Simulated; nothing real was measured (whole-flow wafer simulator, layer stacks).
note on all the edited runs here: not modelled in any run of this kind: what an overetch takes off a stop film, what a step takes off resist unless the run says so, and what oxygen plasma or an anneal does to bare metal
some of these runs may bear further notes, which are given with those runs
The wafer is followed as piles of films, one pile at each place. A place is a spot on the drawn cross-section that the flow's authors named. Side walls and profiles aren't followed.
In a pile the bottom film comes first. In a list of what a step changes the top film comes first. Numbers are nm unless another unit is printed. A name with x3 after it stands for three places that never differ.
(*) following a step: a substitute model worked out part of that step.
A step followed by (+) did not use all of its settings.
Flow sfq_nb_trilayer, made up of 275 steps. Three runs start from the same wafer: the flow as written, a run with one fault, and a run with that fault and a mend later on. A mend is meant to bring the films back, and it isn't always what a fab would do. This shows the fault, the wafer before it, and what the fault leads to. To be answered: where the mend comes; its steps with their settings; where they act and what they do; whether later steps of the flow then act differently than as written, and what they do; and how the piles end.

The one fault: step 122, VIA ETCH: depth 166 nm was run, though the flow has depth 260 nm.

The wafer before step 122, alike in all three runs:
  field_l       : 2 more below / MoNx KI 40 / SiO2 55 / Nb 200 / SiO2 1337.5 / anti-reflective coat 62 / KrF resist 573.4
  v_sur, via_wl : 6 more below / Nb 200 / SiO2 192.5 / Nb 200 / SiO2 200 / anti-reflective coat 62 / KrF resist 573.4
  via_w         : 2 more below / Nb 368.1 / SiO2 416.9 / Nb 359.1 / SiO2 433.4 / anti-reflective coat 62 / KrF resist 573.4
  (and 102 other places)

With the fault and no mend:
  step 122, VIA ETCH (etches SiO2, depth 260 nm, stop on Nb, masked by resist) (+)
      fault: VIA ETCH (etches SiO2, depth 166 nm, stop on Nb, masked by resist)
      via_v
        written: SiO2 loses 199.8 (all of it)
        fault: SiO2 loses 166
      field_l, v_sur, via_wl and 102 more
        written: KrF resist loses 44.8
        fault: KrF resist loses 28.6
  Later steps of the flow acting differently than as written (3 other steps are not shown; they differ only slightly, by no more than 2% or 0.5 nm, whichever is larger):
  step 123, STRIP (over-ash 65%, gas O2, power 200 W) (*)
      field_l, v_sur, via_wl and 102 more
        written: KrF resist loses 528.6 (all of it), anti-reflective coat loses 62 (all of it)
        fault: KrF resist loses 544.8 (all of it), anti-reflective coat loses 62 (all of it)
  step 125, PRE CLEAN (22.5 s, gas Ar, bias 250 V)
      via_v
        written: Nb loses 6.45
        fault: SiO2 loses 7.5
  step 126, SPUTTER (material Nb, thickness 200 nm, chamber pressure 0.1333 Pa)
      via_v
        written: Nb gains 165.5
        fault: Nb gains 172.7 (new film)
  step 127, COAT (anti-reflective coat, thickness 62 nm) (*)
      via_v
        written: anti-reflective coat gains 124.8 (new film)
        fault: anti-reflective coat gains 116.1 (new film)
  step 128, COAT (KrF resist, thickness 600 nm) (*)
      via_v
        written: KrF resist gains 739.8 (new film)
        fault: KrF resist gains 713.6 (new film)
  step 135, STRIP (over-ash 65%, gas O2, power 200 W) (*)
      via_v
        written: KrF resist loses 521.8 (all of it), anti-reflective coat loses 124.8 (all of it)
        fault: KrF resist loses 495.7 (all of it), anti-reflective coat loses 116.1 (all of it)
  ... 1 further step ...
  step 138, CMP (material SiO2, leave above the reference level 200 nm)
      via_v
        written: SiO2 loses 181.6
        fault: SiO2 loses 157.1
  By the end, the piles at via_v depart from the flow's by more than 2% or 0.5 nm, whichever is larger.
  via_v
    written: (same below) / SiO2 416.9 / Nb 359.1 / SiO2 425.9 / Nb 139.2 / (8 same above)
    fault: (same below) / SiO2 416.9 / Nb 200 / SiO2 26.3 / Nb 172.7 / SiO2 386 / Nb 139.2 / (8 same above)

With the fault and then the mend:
  After step 122 comes the mend.
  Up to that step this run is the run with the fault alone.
  step 122a, VIA ETCH (etches SiO2, depth 94 nm, stop on Nb, masked by resist) (+) (a further turn of the flow's step 122, with different settings)
      field_l, v_sur, via_wl and 102 more
        KrF resist loses 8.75
      via_v
        SiO2 loses 33.8 (all of it)
  None of the later steps of the flow differs from how it acts as written, at any place that is followed, by more than 2% or 0.5 nm, whichever is larger.
  The piles end the same as the flow's at every place that both follow.
